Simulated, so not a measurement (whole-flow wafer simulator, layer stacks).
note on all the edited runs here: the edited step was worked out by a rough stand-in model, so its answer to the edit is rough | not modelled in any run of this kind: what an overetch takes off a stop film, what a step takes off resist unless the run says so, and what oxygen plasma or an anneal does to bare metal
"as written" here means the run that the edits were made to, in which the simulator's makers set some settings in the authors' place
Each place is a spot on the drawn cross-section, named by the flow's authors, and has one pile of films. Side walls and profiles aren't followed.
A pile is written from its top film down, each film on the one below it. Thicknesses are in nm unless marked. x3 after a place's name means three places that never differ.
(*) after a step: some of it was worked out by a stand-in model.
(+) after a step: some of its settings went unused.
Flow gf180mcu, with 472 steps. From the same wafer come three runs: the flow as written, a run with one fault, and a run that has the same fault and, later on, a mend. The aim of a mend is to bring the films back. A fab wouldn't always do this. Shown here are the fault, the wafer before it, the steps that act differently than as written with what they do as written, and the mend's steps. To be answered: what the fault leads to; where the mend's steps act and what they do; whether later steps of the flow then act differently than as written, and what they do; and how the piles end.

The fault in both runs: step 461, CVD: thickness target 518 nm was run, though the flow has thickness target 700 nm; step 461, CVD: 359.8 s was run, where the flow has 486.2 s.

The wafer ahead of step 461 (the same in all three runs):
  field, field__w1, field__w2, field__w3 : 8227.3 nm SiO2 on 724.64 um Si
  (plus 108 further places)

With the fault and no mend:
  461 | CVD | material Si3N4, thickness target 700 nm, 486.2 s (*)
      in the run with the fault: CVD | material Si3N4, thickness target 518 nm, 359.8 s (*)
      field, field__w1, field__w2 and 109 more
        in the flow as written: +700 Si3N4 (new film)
        in the run with the fault: +518 Si3N4 (new film)
  Steps further on in the flow that do not act as written (4 other steps are not shown; they differ only slightly, by no more than 2% or 0.5 nm, whichever is larger):
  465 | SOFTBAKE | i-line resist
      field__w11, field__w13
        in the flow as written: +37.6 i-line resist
        in the run with the fault: +36.7 i-line resist
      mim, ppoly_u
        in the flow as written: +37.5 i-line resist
        in the run with the fault: +36.6 i-line resist
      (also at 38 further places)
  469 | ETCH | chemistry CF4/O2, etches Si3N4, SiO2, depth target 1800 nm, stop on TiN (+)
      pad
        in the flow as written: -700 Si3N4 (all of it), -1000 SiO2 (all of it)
        in the run with the fault: -518 Si3N4 (all of it), -1000 SiO2 (all of it)
  The piles end different from the flow's at field, field__w1, field__w2 and 108 more by more than 2% or 0.5 nm, whichever is larger.
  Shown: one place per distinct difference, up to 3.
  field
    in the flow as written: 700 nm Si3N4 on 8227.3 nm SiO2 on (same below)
    in the run with the fault: 518 nm Si3N4 on 8227.3 nm SiO2 on (same below)
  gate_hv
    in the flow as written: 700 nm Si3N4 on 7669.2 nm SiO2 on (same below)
    in the run with the fault: 518 nm Si3N4 on 7669.2 nm SiO2 on (same below)
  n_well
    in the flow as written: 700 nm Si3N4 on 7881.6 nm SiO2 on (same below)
    in the run with the fault: 518 nm Si3N4 on 7881.6 nm SiO2 on (same below)

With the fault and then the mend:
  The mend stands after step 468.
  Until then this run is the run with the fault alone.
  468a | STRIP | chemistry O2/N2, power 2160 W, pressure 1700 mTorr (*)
      iso_ptap_pw, iso_ntap_nw, iso_nw_fld and 33 more
        -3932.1 i-line resist (all of it)
      p_well, sti, spacer, sd_n, mim_1p0, dice_street
        -3938.2 i-line resist (all of it)
      field__w2, field__w3, field__w6
        -3985.3 i-line resist (all of it)
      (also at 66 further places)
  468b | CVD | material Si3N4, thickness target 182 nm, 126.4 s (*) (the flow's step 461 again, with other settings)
      field, field__w1, field__w2 and 109 more
        +182.1 Si3N4
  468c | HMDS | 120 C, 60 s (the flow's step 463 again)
      leaves every film unchanged at each place that is followed
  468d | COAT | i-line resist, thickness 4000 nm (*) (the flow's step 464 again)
      iso_ptap_pw, iso_ntap_nw, iso_nw_fld and 33 more
        +4000 i-line resist (new film)
      field__w9, field__w13, sd_p_hv, gate_p_hv, nplus_u, npoly_u
        +4017 i-line resist (new film)
      p_well, sti, spacer, sd_n, mim_1p0, dice_street
        +4006.3 i-line resist (new film)
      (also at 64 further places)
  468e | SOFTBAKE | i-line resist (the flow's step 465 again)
      ld_acc_p, ld_fp_p, ld_drift_p
        +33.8 i-line resist
      field__w2, field_sub__w4
        +33.4 i-line resist
      field__w11, field__w13
        +37.6 i-line resist
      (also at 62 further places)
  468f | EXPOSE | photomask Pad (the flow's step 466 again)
      leaves every film unchanged at each place that is followed
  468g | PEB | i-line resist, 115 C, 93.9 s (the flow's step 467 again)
      iso_ptap_pw, iso_ntap_nw, iso_nw_fld and 33 more
        -67.9 i-line resist
      field, field__w2, field__w3 and 25 more
        -68.8 i-line resist
      field_sub, field_sub__w1, field_sub__w2 and 23 more
        -68.7 i-line resist
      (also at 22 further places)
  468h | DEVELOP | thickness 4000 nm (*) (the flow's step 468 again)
      field__w5, field__w7, field__w13 and 13 more
        -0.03 i-line resist
      pad
        -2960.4 i-line resist (all of it)
  Later steps of the flow that are run all act as written at every place that is followed, up to a difference of at most 2% or 0.5 nm, whichever is larger.
  At the end the piles are close to the flow's at the places that both follow, differing by at most 2% or 0.5 nm, whichever is larger.
